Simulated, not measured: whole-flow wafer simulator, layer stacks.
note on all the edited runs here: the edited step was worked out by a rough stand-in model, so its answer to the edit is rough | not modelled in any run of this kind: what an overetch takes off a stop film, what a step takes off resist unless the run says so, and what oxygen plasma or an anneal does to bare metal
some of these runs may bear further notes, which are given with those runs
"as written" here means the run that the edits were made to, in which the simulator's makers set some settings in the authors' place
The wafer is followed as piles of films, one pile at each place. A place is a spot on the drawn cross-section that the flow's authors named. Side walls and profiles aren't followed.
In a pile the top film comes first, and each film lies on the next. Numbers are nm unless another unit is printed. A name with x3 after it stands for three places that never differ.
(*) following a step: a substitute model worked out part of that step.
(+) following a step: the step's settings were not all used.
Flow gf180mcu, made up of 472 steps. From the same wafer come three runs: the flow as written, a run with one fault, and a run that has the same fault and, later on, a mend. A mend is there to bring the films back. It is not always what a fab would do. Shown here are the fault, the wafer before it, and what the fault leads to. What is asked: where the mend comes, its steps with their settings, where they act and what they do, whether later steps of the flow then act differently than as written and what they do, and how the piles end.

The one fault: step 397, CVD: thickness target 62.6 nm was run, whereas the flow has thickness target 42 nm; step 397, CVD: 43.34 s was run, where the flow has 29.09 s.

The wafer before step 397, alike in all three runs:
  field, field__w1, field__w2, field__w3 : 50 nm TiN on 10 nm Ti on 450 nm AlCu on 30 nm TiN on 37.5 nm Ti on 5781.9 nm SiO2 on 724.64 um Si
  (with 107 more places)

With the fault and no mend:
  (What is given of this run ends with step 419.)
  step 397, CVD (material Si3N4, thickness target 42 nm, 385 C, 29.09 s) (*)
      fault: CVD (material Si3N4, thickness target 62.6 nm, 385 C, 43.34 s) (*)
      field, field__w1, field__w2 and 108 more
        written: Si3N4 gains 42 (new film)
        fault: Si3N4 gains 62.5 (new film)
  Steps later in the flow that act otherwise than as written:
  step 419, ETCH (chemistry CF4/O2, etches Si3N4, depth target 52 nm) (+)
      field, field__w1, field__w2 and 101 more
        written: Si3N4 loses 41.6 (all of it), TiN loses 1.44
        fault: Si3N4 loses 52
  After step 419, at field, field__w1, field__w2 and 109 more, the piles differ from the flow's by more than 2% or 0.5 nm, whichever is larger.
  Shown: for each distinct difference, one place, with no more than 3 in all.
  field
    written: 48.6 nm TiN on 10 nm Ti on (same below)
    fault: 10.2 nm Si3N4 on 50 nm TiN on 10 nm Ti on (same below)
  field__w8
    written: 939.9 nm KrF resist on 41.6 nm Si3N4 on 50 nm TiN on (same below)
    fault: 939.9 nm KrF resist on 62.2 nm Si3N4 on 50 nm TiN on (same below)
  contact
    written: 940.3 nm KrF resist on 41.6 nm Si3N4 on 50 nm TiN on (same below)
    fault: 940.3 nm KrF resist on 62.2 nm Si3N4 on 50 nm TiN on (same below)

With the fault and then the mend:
  The mend follows step 397.
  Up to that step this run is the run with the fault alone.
  step 397a, WET ETCH (chemistry H3PO4, depth target 20.6 nm, 160 C) (the flow's step 14 again, with other settings)
      field, field__w1, field__w2 and 108 more
        Si3N4 loses 20.6
  Later steps of the flow that are run all act as written at every place that is followed, up to a difference of at most 2% or 0.5 nm, whichever is larger.
  When the end is reached, the piles differ only a little from the flow's at the places that both follow, at most by 2% or 0.5 nm, whichever is larger.
